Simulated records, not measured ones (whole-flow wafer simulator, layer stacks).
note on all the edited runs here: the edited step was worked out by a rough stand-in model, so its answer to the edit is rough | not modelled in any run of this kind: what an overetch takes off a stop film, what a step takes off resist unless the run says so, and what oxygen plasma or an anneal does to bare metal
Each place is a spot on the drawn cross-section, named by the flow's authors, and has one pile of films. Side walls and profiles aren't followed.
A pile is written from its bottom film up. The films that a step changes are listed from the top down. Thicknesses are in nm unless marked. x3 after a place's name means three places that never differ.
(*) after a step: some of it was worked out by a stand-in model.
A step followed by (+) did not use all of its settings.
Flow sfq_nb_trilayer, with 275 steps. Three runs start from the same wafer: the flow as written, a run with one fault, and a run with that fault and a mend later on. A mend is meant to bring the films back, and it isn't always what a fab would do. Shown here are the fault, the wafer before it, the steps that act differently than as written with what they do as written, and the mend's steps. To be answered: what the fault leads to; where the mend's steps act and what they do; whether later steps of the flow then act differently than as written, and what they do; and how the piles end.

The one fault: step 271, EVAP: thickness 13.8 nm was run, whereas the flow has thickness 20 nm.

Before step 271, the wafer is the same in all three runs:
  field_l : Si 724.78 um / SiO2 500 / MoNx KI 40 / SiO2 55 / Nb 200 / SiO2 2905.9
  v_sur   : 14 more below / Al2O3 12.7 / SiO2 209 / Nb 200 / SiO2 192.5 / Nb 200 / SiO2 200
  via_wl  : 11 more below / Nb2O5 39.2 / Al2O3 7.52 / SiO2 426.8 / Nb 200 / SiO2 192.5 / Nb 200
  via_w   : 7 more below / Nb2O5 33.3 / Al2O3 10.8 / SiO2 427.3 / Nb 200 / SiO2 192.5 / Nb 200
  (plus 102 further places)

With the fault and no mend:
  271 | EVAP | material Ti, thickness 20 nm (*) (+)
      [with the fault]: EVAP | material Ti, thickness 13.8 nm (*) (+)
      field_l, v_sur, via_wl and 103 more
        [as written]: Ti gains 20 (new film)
        [with the fault]: Ti gains 13.8 (new film)
  Later steps of the flow acting differently than as written:
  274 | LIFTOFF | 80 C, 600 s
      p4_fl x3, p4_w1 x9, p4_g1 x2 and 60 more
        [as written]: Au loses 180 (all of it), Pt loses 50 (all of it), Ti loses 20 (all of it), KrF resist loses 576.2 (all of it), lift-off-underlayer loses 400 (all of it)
        [with the fault]: Au loses 180 (all of it), Pt loses 50 (all of it), Ti loses 13.8 (all of it), KrF resist loses 576.2 (all of it), lift-off-underlayer loses 400 (all of it)
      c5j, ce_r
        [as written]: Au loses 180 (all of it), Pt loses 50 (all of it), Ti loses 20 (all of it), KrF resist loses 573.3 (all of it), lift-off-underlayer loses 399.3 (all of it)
        [with the fault]: Au loses 180 (all of it), Pt loses 50 (all of it), Ti loses 13.8 (all of it), KrF resist loses 573.3 (all of it), lift-off-underlayer loses 399.3 (all of it)
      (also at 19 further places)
  At field_l, v_sur, via_wl and 8 more, the piles at the end differ from the flow's by more than 2% or 0.5 nm, whichever is larger.
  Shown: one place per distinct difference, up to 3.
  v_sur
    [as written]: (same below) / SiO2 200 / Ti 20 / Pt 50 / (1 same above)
    [with the fault]: (same below) / SiO2 200 / Ti 13.8 / Pt 50 / (1 same above)
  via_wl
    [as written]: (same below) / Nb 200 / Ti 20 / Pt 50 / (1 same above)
    [with the fault]: (same below) / Nb 200 / Ti 13.8 / Pt 50 / (1 same above)
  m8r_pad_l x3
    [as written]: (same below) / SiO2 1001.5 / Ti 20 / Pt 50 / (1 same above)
    [with the fault]: (same below) / SiO2 1001.5 / Ti 13.8 / Pt 50 / (1 same above)

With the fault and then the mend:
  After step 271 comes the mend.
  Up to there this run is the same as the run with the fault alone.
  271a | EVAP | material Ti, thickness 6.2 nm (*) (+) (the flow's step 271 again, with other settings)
      field_l, v_sur, via_wl and 103 more
        Ti gains 6.2
  Every later step of the flow that is run acts as written at every place that is followed.
  By the end, the piles equal the flow's at every place that both follow.
